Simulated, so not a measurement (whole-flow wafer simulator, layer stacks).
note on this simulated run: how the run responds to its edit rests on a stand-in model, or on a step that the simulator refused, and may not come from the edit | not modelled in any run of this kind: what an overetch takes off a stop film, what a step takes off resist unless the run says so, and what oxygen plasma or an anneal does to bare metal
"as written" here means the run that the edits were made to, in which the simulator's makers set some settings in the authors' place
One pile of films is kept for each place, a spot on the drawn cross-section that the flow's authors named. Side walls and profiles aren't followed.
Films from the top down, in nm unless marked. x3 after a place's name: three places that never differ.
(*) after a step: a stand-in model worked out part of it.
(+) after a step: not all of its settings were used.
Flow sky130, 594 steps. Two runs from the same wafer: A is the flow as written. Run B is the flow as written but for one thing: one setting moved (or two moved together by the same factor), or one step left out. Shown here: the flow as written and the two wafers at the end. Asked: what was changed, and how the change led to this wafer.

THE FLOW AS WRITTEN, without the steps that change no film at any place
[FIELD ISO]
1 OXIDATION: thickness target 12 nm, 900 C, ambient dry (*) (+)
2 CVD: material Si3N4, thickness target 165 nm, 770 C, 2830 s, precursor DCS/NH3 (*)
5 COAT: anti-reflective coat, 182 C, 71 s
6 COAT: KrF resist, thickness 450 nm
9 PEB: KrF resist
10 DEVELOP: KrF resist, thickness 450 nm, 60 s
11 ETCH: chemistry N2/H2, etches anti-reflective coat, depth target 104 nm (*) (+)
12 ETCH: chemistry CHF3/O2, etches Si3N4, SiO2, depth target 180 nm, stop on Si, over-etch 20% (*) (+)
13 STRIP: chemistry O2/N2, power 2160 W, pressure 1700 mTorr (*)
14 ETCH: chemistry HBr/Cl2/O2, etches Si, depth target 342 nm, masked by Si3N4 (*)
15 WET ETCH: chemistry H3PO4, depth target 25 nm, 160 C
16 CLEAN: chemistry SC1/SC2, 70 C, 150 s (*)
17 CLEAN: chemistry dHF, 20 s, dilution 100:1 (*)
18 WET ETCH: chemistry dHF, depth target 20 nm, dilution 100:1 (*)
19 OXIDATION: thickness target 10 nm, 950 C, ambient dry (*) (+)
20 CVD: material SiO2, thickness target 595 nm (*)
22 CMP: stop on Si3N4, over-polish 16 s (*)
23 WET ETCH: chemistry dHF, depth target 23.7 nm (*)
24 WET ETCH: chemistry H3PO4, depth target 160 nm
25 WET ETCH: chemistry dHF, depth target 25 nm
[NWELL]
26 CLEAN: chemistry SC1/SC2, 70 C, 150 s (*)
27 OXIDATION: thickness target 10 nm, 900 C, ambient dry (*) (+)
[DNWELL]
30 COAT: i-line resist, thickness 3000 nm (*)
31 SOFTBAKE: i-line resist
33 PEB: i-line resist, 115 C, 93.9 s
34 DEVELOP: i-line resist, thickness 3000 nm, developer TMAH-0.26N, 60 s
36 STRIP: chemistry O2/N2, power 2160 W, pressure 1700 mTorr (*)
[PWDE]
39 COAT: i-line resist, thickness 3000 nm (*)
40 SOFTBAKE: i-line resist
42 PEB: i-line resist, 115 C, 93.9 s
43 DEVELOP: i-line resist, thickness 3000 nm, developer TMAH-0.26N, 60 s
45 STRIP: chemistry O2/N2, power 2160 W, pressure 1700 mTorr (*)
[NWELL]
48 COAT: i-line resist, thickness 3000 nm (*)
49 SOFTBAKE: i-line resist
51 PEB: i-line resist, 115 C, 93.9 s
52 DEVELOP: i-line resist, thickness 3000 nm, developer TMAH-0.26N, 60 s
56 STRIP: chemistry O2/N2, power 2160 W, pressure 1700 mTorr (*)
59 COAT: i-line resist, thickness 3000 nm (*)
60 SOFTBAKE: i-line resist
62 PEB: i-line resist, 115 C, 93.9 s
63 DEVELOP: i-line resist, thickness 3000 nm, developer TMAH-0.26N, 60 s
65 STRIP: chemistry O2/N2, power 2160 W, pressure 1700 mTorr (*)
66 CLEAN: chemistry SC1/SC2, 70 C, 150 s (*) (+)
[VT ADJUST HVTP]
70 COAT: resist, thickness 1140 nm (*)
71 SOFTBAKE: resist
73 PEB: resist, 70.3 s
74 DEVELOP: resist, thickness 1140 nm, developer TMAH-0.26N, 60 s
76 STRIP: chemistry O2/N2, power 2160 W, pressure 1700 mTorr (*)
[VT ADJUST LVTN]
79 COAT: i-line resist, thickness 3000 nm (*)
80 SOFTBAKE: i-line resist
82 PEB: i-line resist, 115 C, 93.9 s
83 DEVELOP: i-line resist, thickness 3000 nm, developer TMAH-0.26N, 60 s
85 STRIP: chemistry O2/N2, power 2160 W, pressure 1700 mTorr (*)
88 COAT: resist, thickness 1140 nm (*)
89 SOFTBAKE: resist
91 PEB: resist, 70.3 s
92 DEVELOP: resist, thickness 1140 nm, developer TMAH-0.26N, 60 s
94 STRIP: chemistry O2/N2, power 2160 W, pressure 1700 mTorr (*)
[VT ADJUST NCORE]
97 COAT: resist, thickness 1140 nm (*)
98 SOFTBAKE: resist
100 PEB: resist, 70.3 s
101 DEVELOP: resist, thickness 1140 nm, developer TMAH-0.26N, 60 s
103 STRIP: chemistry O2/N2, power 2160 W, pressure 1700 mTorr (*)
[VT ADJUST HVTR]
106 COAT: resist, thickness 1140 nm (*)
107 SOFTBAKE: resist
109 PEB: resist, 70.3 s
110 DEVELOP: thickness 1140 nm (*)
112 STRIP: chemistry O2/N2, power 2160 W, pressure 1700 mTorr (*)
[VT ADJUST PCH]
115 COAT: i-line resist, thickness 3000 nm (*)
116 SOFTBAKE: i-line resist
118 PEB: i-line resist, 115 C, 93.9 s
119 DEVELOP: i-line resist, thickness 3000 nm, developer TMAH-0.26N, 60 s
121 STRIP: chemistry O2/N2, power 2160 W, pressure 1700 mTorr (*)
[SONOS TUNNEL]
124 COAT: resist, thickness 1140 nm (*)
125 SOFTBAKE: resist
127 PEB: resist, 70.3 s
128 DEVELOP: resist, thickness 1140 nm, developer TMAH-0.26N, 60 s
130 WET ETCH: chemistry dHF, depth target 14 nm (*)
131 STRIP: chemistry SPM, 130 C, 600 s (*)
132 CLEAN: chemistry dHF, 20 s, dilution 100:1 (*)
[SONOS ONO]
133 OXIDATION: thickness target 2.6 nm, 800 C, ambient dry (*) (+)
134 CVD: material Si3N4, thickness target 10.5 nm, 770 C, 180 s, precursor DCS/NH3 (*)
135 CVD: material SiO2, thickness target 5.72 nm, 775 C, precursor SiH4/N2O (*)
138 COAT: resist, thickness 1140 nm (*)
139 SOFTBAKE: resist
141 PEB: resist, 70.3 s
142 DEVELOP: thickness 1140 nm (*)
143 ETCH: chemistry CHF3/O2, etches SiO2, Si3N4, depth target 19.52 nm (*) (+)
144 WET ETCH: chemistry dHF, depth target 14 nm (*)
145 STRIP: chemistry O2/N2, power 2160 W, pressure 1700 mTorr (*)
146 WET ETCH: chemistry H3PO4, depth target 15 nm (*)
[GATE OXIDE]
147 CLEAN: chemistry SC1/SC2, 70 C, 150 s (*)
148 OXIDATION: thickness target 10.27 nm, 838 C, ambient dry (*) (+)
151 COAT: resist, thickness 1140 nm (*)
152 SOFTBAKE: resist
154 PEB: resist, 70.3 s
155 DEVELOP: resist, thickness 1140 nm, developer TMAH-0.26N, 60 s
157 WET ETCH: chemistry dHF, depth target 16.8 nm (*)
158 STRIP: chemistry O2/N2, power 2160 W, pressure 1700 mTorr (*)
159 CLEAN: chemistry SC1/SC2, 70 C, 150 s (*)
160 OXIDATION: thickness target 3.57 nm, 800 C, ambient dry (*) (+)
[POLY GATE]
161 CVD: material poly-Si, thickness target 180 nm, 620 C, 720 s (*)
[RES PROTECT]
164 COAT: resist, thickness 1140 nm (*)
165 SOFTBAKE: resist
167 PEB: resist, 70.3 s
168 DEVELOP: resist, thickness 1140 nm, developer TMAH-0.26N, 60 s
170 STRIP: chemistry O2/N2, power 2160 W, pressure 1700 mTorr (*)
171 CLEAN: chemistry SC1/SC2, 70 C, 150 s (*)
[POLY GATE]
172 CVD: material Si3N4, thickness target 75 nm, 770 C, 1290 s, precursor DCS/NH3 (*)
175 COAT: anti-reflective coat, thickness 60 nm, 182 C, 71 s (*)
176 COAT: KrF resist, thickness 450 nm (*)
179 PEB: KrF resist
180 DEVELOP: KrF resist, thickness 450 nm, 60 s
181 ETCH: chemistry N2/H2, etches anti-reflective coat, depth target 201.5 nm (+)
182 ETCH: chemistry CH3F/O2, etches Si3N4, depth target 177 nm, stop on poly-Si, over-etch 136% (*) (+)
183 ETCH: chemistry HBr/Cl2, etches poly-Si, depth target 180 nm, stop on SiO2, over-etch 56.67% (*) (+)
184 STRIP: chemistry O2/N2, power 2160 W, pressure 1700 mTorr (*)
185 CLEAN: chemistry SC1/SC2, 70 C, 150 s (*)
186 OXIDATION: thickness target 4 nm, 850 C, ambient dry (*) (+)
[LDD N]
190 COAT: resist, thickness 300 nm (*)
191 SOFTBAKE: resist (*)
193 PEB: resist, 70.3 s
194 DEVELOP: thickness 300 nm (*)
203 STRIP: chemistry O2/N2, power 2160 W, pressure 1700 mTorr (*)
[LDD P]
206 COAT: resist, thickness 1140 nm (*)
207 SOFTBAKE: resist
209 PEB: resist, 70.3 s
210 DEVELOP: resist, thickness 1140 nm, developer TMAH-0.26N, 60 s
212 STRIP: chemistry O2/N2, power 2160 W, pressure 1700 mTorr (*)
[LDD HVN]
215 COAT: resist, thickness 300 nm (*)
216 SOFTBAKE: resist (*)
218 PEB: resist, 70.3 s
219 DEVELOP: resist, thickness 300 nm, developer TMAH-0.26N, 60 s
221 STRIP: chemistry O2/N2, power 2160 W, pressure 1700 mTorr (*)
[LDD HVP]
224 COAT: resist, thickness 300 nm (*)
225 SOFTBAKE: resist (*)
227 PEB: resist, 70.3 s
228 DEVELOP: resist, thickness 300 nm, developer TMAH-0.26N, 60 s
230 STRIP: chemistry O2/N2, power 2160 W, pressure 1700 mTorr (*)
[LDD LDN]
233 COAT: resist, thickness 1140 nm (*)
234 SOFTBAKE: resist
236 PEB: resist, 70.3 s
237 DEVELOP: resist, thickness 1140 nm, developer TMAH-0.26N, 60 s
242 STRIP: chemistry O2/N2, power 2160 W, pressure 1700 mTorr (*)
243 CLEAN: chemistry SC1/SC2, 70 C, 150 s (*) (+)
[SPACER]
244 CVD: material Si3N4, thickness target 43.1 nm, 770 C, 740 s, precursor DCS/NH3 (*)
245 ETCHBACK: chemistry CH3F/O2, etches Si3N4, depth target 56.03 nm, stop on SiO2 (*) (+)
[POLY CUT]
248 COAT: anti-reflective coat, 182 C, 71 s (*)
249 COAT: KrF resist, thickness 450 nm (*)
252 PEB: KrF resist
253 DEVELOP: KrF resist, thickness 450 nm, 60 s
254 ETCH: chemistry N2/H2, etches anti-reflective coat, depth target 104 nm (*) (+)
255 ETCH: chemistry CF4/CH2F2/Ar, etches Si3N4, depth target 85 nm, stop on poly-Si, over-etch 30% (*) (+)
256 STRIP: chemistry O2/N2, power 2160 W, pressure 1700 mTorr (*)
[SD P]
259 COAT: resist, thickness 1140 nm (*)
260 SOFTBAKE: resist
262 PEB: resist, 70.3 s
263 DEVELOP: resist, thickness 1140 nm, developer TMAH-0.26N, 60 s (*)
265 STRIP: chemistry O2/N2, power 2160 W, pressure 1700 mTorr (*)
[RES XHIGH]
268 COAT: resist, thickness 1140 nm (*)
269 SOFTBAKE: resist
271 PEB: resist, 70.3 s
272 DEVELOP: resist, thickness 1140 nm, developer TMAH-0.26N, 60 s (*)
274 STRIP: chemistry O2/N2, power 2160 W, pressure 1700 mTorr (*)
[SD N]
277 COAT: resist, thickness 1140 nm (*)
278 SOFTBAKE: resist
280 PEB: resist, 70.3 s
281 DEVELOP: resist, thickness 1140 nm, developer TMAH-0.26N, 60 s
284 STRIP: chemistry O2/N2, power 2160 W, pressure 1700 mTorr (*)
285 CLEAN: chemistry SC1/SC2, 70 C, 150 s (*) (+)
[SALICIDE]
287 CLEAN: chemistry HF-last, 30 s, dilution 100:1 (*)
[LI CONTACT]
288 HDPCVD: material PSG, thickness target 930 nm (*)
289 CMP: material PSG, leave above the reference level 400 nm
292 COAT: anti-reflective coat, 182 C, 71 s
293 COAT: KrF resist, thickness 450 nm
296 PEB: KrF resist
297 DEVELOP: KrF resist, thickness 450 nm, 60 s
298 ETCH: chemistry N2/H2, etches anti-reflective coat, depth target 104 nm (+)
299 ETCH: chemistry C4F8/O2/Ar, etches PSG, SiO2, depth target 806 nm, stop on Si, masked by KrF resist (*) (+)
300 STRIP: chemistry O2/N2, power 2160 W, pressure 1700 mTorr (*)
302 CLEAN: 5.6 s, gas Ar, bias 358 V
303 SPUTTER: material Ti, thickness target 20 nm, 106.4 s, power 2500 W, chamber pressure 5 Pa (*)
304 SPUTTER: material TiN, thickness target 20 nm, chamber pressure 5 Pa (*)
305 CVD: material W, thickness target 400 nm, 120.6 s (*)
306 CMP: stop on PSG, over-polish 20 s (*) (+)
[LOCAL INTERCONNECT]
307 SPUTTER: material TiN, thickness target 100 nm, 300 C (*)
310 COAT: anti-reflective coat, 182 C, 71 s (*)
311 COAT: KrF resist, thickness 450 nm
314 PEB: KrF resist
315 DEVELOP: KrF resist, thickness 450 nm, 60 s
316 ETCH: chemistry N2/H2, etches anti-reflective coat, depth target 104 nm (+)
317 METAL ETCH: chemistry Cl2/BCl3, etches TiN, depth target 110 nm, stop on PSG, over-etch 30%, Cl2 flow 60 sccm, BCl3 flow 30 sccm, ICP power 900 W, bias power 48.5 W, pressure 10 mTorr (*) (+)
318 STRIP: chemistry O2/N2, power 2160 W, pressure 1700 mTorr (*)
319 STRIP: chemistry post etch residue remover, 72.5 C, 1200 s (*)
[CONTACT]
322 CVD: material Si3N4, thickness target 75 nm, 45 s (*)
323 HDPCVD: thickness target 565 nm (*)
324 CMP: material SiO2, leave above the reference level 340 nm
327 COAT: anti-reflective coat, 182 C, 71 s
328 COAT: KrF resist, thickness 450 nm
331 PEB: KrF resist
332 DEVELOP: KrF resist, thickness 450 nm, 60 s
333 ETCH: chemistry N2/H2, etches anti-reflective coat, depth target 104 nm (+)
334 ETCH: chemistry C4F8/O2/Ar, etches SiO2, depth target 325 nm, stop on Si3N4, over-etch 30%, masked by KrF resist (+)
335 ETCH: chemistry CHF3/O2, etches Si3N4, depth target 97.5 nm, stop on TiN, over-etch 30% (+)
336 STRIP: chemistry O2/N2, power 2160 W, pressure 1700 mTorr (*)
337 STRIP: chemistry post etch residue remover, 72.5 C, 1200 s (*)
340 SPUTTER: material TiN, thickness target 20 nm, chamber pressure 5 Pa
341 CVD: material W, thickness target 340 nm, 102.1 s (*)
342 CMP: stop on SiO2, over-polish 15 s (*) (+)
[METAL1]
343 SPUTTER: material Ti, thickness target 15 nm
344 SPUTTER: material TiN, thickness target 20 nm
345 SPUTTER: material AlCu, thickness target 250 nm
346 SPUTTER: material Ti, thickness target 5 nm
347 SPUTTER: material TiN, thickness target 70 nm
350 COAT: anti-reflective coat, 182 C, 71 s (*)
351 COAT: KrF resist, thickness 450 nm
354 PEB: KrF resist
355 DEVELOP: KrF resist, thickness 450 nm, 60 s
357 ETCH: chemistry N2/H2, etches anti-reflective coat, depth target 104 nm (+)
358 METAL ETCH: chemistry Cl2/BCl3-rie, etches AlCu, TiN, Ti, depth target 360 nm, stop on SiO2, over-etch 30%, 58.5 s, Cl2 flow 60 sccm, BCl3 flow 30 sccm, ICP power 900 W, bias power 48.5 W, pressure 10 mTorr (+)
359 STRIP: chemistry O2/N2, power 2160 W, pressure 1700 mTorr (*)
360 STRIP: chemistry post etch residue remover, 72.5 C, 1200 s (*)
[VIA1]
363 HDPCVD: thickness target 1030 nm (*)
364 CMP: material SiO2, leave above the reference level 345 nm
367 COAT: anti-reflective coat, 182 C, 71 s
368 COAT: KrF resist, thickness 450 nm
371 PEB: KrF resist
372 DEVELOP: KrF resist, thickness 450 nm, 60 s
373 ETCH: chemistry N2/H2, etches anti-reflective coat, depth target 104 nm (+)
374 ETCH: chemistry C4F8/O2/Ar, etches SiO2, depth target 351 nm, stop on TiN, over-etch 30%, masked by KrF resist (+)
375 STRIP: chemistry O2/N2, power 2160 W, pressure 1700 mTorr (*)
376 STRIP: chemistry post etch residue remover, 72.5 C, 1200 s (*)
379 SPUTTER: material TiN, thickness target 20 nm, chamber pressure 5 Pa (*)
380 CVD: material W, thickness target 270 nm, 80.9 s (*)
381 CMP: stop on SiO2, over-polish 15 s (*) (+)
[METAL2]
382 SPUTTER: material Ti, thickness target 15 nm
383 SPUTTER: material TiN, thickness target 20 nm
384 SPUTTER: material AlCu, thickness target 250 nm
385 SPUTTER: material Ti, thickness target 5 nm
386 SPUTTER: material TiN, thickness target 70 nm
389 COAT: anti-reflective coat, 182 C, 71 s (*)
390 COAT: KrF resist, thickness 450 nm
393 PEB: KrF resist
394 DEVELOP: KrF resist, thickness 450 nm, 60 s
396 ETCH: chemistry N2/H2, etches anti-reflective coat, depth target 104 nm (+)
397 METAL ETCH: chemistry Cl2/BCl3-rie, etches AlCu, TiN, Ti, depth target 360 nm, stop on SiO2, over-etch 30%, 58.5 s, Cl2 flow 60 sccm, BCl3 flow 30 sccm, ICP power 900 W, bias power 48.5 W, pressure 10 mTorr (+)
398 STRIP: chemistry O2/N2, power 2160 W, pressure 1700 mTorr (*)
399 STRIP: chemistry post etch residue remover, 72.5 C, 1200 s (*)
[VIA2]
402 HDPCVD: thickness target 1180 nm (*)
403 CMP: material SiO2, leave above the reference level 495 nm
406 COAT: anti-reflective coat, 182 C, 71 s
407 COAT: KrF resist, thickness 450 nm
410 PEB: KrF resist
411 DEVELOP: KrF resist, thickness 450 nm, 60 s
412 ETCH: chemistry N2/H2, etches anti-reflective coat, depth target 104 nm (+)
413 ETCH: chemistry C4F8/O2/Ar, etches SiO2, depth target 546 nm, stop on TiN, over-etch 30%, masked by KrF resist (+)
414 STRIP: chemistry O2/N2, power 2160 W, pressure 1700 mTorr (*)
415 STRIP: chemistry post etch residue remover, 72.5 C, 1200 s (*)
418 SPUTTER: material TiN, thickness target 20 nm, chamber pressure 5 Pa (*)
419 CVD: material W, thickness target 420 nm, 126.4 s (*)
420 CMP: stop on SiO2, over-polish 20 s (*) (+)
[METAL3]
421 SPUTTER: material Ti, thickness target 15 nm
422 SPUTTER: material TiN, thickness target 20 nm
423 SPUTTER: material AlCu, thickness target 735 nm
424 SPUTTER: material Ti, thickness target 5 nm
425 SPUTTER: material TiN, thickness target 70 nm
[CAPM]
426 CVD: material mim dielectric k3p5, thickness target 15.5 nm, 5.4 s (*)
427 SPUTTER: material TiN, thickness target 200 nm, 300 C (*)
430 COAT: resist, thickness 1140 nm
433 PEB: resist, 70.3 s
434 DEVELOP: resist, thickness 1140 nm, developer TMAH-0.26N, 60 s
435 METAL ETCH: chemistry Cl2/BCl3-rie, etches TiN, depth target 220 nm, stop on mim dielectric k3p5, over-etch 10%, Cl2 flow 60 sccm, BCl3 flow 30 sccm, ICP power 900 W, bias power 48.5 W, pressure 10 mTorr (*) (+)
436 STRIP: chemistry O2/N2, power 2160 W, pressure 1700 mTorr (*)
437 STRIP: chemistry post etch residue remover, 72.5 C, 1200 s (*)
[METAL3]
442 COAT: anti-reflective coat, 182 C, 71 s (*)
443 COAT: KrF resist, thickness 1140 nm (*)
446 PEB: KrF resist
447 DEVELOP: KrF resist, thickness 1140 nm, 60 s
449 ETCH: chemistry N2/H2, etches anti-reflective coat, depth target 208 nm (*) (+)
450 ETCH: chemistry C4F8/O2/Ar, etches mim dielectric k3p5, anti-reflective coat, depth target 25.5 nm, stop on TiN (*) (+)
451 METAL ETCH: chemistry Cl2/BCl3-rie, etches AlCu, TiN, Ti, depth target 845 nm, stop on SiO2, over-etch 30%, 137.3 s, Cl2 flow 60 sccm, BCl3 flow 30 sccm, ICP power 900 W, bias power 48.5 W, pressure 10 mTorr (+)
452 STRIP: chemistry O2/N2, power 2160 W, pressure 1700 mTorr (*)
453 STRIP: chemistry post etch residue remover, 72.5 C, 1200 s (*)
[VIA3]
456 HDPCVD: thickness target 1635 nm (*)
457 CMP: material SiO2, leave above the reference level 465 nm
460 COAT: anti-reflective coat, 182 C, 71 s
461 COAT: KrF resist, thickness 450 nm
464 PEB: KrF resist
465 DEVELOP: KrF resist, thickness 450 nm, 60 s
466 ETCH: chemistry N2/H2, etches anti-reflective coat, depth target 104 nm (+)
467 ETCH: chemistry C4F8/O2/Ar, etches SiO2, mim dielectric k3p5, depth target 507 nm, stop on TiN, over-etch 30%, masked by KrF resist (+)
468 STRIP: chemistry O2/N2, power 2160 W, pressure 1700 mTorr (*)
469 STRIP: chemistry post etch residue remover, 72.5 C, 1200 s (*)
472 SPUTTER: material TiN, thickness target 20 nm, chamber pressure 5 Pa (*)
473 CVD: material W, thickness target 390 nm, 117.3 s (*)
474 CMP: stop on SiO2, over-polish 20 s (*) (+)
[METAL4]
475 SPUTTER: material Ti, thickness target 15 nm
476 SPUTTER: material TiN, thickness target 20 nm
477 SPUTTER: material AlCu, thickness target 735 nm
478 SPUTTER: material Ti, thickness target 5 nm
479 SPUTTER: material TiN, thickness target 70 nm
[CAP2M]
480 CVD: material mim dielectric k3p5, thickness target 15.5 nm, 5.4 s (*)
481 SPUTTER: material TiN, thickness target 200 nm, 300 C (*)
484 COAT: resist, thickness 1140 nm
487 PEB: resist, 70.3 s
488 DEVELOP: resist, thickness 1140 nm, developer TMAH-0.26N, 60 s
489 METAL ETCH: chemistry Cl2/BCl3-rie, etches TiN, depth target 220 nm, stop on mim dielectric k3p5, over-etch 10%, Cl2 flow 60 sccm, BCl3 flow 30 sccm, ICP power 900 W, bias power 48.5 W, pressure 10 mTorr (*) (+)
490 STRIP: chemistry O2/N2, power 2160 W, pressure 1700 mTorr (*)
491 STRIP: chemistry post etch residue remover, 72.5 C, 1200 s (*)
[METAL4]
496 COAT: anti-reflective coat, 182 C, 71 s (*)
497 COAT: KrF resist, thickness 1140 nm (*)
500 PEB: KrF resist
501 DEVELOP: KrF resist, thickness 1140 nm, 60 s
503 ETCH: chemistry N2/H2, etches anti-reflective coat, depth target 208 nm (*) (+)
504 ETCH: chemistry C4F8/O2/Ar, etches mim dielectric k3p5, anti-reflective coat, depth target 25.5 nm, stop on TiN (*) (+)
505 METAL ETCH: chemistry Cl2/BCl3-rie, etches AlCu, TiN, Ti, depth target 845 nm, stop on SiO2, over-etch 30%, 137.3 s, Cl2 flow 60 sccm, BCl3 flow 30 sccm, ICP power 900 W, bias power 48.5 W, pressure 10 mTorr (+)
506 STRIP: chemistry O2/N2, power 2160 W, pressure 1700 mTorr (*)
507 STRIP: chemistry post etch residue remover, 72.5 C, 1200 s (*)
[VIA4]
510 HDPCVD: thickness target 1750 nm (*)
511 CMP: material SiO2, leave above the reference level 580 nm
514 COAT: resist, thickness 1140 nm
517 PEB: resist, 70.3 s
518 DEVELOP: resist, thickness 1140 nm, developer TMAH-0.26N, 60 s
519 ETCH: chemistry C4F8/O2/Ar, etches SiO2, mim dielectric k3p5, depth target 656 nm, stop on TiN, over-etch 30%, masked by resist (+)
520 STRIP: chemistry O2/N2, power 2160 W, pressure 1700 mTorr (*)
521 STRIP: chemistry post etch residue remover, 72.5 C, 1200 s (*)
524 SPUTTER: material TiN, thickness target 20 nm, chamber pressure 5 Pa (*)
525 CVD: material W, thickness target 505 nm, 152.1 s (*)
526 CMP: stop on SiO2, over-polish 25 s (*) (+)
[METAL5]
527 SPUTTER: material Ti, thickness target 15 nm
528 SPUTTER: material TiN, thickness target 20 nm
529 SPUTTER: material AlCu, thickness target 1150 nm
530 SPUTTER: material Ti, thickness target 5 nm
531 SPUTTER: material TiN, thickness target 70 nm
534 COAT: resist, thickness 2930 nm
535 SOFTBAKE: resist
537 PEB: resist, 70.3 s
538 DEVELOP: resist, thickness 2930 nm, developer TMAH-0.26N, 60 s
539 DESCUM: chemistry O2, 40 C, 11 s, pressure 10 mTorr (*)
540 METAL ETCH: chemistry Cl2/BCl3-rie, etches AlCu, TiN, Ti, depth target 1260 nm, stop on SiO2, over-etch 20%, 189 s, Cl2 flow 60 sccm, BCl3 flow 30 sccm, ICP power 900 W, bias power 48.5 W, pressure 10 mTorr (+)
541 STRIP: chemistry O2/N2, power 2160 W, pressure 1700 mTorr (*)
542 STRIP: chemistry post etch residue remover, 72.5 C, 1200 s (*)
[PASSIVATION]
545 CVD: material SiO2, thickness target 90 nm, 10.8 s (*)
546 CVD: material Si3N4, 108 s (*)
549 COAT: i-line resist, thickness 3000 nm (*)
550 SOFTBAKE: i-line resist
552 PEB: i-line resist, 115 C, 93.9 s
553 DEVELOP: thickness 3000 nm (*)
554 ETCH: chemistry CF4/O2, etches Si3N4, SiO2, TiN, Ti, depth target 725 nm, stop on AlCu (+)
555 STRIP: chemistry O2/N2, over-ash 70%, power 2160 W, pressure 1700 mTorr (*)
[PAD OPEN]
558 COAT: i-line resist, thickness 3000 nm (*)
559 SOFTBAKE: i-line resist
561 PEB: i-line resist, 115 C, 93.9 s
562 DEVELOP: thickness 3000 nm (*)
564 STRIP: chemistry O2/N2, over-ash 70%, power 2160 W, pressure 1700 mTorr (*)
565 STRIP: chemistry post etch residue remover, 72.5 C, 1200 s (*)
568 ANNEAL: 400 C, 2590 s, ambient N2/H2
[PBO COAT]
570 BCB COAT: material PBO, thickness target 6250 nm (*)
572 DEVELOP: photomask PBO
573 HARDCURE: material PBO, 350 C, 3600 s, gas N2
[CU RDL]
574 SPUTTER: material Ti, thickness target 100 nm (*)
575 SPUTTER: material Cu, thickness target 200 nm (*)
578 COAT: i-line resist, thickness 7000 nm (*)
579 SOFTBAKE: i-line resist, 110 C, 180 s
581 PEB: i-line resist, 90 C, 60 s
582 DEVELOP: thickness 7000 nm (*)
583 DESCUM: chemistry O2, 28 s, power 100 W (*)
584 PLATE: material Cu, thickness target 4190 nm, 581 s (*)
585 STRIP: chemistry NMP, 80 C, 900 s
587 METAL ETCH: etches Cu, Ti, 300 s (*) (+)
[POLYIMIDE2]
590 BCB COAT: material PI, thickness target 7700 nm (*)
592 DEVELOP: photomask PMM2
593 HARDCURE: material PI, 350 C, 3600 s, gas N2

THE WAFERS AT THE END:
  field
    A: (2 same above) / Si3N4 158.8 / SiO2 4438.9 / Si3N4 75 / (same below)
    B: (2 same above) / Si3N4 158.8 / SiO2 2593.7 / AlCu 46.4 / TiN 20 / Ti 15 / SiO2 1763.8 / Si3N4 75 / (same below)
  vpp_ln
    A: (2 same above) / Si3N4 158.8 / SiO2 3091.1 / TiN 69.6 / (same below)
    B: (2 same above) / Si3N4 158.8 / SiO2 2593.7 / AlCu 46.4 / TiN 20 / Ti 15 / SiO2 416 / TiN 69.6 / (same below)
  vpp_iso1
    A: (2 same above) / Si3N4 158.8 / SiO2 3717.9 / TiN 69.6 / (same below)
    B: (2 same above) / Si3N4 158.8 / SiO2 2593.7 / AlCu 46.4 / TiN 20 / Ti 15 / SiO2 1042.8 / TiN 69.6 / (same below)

The cause: step 451, METAL ETCH: depth target 583 nm was run, where the flow has depth target 845 nm; step 451, METAL ETCH: 94.7 s was run, where the flow has 137.3 s.

How the change led to this, step by step:
  451 METAL ETCH: chemistry Cl2/BCl3-rie, etches AlCu, TiN, Ti, depth target 845 nm, stop on SiO2, over-etch 30%, 137.3 s, Cl2 flow 60 sccm, BCl3 flow 30 sccm, ICP power 900 W, bias power 48.5 W, pressure 10 mTorr (+)
      field, gate, spacer and 68 more: A TiN -70 (all of it), Ti -5 (all of it), AlCu -735 (all of it), TiN -20 (all of it), Ti -15 (all of it), SiO2 -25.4 | B TiN -70 (all of it), Ti -5 (all of it), AlCu -682.9
      active, vpp_ln, vpp_iso2 and 11 more: A TiN -70 (all of it), Ti -5 (all of it), AlCu -735 (all of it), TiN -20 (all of it), Ti -15 (all of it), SiO2 -25.3 | B TiN -70 (all of it), Ti -5 (all of it), AlCu -682.9
      (and at 107 more places)
  452 STRIP: chemistry O2/N2, power 2160 W, pressure 1700 mTorr (*)
      n_well, p_well, gate_hv and 82 more: A KrF resist -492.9 (all of it), anti-reflective coat -80 (all of it) | B KrF resist -663.2 (all of it), anti-reflective coat -80 (all of it)
      m1, via2_hole: A KrF resist -493 (all of it), anti-reflective coat -80.5 (all of it) | B KrF resist -663.3 (all of it), anti-reflective coat -80.5 (all of it)
      (and at 20 more places)
  453 STRIP: chemistry post etch residue remover, 72.5 C, 1200 s (*)
      field, active, gate and 82 more: A nothing | B AlCu -5.72
  456 HDPCVD: thickness target 1635 nm (*)
      field, active, gate and 82 more: A SiO2 +1635 | B SiO2 +1635 (new film)
  457 CMP: material SiO2, leave above the reference level 465 nm
      field, active, gate and 82 more: A SiO2 -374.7 | B SiO2 -481.4
Counting metal films that touch as one body, field has 1 body; the flow as written gives 0 bodies.
Counting metal films that touch as one body, vpp_ln has 3 bodies (between them, from the top down: SiO2 416; SiO2 267.2); the flow as written gives 2 bodies (between them, from the top down: SiO2 267.2).
Counting metal films that touch as one body, vpp_iso1 has 2 bodies (between them, from the top down: SiO2 1042.8); the flow as written gives 1 body.
